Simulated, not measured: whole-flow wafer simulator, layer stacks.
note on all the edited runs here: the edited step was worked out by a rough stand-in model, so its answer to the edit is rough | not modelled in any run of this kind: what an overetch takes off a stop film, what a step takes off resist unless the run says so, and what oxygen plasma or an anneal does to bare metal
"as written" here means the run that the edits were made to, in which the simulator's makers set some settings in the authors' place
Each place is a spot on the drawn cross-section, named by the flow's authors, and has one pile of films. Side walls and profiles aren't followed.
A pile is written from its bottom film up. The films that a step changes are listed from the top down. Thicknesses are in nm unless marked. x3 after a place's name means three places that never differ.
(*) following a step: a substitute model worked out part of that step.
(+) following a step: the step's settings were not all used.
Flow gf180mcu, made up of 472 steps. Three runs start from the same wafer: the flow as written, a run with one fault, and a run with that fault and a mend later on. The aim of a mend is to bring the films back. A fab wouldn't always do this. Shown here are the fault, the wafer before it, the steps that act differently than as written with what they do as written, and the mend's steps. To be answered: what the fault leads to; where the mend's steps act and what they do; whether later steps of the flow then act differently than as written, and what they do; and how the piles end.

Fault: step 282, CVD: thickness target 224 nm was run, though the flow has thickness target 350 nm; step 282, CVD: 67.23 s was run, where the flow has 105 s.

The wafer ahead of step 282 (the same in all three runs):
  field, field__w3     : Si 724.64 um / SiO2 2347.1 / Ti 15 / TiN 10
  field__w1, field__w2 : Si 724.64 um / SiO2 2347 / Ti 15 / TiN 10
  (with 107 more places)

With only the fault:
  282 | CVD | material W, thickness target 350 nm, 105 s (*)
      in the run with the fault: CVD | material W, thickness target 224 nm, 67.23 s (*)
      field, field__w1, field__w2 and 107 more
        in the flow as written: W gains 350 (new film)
        in the run with the fault: W gains 224.9 (new film)
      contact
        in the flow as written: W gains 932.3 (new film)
        in the run with the fault: W gains 807.2 (new film)
  Later steps of the flow acting differently than as written:
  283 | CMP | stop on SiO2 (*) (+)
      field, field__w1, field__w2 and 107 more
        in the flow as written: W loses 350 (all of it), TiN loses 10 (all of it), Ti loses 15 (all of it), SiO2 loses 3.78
        in the run with the fault: W loses 224.9 (all of it), TiN loses 10 (all of it), Ti loses 15 (all of it), SiO2 loses 2.52
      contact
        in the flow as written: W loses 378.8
        in the run with the fault: W loses 252.4
  The piles end only slightly different from the flow's at the places that both follow, by no more than 2% or 0.5 nm, whichever is larger.

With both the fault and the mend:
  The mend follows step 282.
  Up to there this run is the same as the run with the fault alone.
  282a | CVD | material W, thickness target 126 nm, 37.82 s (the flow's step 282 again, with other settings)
      field, field__w1, field__w2 and 108 more
        W gains 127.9
  None of the later steps of the flow differs from how it acts as written, at any place that is followed, by more than 2% or 0.5 nm, whichever is larger.
  The piles end only slightly different from the flow's at the places that both follow, by no more than 2% or 0.5 nm, whichever is larger.
